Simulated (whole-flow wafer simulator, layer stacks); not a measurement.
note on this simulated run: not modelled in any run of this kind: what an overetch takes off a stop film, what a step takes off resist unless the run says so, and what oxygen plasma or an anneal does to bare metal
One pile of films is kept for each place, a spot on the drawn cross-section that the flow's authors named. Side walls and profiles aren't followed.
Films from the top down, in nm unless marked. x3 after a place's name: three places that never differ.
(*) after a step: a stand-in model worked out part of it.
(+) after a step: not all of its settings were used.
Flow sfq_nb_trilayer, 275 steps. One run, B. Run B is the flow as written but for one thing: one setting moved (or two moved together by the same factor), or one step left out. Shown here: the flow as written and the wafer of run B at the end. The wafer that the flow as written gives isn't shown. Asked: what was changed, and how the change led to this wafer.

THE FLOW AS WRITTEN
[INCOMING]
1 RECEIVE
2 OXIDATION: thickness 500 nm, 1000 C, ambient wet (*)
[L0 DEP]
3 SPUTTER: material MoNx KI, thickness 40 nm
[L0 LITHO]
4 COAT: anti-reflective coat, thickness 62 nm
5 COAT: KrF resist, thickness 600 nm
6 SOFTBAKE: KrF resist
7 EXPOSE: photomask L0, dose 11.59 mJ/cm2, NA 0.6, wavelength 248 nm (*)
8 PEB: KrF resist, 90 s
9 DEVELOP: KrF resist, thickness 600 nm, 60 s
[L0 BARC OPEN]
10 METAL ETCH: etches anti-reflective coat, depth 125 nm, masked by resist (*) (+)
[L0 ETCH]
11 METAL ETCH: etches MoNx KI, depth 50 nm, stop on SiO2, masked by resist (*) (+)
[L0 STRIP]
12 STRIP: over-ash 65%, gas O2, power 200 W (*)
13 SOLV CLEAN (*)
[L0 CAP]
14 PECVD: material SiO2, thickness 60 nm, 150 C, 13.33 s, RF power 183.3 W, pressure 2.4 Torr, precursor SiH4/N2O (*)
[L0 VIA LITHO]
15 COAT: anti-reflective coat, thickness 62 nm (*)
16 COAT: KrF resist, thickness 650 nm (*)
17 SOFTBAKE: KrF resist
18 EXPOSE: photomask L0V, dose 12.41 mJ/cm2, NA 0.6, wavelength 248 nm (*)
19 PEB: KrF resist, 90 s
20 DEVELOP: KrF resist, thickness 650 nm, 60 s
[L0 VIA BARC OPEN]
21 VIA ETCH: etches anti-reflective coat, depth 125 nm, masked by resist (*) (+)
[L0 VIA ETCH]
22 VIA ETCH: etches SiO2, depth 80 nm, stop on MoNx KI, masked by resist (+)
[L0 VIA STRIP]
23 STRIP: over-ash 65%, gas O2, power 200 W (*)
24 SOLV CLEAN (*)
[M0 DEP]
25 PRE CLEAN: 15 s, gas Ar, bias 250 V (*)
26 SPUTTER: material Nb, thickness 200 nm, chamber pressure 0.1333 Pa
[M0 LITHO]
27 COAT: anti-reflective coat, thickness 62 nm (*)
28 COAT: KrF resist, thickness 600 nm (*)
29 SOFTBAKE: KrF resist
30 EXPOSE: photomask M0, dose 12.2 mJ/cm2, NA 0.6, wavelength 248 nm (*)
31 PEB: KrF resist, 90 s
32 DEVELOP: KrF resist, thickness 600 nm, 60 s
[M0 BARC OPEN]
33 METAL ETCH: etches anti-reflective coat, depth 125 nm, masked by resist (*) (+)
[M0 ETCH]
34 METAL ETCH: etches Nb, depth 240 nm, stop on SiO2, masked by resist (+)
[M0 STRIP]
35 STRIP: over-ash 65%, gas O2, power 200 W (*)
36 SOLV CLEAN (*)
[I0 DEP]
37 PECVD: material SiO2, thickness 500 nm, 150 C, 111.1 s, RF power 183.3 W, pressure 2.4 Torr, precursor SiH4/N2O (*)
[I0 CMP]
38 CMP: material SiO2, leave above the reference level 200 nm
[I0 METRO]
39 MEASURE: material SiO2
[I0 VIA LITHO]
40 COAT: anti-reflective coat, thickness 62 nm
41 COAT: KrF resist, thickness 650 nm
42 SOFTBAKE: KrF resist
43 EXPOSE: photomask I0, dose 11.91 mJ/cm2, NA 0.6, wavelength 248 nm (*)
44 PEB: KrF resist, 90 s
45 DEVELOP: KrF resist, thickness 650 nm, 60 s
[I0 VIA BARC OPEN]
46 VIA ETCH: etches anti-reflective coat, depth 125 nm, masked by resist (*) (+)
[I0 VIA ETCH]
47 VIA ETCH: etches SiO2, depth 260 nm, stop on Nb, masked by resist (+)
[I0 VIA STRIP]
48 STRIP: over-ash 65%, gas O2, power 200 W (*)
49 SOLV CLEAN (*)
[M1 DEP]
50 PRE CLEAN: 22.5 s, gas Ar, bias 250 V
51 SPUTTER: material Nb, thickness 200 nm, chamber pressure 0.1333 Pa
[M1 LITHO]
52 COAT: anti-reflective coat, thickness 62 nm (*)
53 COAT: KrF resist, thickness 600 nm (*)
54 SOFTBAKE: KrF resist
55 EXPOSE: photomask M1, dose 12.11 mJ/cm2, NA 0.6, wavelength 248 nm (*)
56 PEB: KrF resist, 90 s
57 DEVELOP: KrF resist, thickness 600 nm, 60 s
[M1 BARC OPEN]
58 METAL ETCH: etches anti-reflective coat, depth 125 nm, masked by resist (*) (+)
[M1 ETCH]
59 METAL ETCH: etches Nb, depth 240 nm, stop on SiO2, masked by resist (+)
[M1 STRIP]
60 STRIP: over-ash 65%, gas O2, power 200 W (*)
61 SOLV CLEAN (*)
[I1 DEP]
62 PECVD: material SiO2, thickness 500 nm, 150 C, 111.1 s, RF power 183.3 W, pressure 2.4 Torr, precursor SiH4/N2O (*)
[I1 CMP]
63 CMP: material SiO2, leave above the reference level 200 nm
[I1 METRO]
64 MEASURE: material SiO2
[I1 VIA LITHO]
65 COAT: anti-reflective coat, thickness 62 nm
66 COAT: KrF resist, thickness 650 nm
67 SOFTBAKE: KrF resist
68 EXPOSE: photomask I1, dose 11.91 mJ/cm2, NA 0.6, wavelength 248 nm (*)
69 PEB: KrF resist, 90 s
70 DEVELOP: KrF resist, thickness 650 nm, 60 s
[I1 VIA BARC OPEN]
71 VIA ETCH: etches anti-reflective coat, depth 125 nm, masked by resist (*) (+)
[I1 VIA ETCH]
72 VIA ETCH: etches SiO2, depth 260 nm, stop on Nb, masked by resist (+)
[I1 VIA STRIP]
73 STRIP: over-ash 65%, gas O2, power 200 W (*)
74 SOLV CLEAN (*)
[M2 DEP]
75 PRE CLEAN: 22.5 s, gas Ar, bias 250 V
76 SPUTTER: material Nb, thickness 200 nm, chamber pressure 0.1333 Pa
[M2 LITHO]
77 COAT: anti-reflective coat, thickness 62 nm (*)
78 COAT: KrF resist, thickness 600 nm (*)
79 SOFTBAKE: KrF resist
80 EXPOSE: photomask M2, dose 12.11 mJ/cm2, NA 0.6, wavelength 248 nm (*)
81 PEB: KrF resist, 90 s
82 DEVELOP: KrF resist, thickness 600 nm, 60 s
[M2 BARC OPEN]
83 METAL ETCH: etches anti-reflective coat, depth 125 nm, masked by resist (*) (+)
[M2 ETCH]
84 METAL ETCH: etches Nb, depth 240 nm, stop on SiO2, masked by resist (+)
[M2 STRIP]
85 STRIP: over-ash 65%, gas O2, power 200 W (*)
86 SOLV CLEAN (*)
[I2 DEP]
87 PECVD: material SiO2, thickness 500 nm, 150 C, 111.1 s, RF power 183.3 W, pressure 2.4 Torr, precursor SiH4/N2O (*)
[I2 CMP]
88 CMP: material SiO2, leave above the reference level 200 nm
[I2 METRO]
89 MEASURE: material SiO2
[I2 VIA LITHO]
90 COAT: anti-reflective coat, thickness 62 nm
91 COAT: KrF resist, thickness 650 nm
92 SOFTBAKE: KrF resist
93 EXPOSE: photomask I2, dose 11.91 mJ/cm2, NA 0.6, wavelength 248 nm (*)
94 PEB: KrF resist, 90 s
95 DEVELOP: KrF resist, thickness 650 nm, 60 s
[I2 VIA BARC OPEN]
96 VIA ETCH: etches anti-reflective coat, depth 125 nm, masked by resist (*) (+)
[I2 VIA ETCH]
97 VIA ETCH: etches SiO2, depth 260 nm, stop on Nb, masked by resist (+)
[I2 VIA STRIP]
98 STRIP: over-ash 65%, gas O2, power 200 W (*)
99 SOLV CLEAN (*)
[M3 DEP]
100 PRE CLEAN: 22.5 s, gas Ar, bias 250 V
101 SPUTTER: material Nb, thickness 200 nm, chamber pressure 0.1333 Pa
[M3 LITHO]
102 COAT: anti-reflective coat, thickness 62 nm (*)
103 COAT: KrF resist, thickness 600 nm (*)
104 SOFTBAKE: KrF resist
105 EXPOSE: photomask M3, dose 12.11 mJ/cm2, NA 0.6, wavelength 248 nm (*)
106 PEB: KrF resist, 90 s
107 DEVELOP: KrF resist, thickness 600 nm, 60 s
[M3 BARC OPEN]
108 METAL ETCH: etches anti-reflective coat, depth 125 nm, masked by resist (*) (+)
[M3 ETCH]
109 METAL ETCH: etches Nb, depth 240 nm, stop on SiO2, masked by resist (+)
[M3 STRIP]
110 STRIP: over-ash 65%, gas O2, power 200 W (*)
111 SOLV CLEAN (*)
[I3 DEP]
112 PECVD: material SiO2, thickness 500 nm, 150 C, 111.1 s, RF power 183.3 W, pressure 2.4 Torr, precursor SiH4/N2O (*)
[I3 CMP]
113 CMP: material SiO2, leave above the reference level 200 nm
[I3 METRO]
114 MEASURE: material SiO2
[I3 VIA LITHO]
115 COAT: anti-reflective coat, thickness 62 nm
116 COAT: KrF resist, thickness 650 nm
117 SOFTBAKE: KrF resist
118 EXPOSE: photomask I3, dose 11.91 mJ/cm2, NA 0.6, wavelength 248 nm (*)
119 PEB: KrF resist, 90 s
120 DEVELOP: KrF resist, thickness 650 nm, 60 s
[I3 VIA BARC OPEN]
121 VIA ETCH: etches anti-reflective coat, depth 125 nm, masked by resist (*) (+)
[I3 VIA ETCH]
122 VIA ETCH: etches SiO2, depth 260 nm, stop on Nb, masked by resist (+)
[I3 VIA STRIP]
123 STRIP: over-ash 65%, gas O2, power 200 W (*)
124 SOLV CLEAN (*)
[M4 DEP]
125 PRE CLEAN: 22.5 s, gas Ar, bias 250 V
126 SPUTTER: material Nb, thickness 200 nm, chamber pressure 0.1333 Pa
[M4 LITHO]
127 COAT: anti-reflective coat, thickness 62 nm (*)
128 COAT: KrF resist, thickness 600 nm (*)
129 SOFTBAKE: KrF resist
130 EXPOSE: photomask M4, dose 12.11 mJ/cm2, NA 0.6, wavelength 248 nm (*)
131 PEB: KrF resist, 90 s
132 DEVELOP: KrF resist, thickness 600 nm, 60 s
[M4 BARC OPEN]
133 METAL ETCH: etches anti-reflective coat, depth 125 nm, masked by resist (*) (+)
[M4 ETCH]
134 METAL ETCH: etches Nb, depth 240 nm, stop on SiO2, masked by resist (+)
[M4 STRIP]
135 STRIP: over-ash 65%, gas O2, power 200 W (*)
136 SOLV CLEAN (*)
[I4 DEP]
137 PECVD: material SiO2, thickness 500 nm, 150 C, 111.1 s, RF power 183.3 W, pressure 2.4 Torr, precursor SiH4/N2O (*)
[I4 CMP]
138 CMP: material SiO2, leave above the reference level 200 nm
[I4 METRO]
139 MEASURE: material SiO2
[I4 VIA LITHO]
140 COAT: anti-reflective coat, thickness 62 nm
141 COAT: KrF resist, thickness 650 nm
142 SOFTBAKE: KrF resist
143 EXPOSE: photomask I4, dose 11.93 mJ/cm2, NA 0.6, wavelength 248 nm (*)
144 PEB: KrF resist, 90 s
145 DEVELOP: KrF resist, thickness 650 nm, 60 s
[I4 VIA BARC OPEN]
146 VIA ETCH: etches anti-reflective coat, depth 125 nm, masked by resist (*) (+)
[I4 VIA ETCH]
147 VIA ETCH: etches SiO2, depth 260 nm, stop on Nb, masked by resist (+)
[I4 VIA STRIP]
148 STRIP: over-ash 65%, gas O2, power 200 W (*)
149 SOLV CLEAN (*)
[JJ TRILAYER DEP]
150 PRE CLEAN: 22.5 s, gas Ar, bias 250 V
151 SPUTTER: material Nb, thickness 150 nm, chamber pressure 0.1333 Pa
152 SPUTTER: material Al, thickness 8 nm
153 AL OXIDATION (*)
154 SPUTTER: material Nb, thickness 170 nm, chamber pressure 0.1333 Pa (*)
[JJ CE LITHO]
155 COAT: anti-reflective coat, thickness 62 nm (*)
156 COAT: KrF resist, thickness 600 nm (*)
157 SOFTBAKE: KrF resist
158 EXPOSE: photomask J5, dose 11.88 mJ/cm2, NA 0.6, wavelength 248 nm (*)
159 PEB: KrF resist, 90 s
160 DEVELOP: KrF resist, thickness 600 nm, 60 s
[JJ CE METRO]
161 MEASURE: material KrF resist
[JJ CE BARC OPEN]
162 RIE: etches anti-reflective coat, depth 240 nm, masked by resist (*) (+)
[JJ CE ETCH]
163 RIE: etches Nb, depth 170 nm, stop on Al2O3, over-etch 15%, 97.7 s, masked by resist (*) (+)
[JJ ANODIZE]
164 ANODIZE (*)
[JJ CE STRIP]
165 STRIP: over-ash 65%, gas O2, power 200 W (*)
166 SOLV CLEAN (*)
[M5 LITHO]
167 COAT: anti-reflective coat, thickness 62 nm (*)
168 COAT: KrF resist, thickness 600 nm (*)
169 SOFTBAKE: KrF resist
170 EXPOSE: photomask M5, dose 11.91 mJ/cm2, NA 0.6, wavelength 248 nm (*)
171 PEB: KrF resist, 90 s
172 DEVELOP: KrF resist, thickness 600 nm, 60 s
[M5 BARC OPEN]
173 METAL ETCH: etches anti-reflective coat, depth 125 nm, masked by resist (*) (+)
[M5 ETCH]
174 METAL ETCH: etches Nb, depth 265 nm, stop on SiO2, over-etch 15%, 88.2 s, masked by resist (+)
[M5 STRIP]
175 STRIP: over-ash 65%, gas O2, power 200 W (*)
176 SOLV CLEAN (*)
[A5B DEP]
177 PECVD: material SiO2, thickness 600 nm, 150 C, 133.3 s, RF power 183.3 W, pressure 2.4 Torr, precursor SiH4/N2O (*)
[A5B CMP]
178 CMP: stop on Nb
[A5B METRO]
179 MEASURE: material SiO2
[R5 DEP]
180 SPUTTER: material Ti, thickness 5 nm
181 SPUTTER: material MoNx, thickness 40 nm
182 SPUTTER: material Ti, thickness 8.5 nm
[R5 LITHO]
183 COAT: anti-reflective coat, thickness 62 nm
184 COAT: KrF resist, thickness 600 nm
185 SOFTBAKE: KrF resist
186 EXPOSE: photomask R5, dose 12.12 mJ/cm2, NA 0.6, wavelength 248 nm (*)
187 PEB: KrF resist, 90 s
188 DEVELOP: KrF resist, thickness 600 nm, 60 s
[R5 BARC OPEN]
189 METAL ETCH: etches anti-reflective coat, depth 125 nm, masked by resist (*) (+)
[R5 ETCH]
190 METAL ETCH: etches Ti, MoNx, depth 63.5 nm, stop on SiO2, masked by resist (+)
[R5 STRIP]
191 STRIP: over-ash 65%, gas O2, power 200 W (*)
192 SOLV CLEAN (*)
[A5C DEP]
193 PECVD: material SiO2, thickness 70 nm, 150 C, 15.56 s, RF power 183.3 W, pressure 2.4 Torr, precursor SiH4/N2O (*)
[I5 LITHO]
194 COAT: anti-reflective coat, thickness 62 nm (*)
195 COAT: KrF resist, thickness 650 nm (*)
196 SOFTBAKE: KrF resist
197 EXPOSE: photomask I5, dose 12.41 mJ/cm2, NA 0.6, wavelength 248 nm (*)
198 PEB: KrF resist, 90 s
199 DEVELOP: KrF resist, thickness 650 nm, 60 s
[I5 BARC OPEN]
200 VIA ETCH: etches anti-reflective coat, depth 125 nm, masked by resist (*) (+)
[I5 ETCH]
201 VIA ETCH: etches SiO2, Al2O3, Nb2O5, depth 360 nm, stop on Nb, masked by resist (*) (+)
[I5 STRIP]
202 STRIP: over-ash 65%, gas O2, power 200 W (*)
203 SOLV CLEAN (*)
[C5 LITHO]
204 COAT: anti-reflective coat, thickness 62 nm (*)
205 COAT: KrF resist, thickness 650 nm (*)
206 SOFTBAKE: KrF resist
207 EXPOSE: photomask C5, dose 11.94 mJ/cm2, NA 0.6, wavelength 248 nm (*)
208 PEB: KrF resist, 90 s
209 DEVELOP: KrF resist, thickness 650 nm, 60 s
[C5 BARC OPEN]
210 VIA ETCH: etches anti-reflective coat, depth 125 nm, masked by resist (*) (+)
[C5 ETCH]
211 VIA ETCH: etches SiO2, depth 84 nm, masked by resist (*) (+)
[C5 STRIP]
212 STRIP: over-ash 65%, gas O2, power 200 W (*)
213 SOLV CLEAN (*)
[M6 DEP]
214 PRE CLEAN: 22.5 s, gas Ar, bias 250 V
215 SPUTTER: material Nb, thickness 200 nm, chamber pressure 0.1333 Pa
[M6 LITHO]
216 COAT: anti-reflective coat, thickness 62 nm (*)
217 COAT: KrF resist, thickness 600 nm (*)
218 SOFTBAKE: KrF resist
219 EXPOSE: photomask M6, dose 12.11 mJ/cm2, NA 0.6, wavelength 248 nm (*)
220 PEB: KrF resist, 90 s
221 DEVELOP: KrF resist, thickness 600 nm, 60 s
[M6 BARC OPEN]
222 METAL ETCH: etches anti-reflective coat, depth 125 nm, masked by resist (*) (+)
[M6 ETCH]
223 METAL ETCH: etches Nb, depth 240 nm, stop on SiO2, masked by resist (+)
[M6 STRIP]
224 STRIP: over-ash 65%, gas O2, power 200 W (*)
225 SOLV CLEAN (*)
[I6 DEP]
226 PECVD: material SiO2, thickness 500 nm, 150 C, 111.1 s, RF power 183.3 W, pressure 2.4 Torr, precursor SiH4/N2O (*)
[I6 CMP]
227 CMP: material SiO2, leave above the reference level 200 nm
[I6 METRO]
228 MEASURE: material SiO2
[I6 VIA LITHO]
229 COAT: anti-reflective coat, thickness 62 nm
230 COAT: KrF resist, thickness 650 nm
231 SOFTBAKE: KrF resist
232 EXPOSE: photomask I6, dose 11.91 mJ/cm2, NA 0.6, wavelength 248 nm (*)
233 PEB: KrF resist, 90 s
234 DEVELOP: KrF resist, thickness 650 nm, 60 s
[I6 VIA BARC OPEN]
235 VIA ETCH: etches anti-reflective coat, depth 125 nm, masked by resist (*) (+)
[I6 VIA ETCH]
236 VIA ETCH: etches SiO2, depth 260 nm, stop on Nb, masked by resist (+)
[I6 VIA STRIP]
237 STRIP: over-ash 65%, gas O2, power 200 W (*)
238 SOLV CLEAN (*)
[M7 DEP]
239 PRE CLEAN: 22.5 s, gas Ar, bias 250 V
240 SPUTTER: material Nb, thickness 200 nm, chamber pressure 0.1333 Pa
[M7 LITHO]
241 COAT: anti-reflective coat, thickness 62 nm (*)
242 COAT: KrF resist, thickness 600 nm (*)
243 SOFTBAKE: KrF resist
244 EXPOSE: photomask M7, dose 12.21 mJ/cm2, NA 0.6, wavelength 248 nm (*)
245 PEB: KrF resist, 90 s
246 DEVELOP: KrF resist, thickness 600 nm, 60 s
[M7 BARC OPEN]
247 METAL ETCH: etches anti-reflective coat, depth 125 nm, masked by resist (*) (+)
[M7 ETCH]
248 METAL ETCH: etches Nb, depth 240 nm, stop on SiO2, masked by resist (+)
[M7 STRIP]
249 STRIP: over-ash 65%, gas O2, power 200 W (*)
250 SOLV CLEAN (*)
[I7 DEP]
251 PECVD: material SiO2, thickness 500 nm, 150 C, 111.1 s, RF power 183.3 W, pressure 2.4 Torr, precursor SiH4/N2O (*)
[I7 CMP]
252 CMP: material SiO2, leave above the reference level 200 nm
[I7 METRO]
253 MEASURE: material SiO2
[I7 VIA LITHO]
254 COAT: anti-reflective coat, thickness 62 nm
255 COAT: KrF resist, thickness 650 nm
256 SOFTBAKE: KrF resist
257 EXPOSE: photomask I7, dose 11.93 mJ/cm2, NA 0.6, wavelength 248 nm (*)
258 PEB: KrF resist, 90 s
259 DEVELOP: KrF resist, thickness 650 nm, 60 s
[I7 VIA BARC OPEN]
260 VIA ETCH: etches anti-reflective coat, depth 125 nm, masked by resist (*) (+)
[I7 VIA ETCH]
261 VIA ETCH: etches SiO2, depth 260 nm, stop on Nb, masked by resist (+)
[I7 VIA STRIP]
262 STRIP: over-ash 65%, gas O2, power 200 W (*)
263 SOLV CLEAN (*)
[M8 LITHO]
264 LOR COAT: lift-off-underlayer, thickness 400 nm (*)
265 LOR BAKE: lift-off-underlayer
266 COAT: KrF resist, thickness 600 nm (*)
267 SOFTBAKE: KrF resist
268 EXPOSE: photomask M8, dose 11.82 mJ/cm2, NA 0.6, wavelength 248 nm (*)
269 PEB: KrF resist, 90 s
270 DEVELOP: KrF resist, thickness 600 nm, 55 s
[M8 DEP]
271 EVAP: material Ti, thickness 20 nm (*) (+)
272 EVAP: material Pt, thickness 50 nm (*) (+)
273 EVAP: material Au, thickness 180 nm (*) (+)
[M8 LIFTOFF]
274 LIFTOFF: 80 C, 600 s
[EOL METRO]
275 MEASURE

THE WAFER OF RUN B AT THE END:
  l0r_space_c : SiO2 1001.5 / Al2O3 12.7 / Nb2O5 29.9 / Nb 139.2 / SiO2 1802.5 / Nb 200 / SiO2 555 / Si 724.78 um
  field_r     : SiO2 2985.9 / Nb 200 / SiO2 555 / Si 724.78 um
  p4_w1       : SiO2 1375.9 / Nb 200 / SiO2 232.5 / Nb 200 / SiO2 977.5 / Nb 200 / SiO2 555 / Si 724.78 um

The cause: step 113, CMP: leave above the reference level 240 nm was run, where the flow has leave above the reference level 200 nm.

How the change led to this, step by step:
  113 CMP: material SiO2, leave above the reference level 200 nm
      field_l, be, be_sur and 64 more: SiO2 -60 (as written it would be: SiO2 -100)
      v_sur, via_wl, via_wr and 27 more: SiO2 -260 (as written it would be: SiO2 -300)
      (and at 9 more places)
  122 VIA ETCH: etches SiO2, depth 260 nm, stop on Nb, masked by resist (+)
      via_v: SiO2 -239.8 (all of it) (as written it would be: SiO2 -199.8 (all of it))
  126 SPUTTER: material Nb, thickness 200 nm, chamber pressure 0.1333 Pa
      via_v: Nb +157 (as written it would be: Nb +165.5)
  127 COAT: anti-reflective coat, thickness 62 nm (*)
      via_v: anti-reflective coat +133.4 (new film) (as written it would be: anti-reflective coat +124.8 (new film))
  128 COAT: KrF resist, thickness 600 nm (*)
      via_v: KrF resist +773 (new film) (as written it would be: KrF resist +739.8 (new film))
  135 STRIP: over-ash 65%, gas O2, power 200 W (*)
      via_v: KrF resist -555 (all of it), anti-reflective coat -133.4 (all of it) (as written it would be: KrF resist -521.8 (all of it), anti-reflective coat -124.8 (all of it))
  137 PECVD: material SiO2, thickness 500 nm, 150 C, 111.1 s, RF power 183.3 W, pressure 2.4 Torr, precursor SiH4/N2O (*)
      via_v: SiO2 +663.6 (new film) (as written it would be: SiO2 +615 (new film))
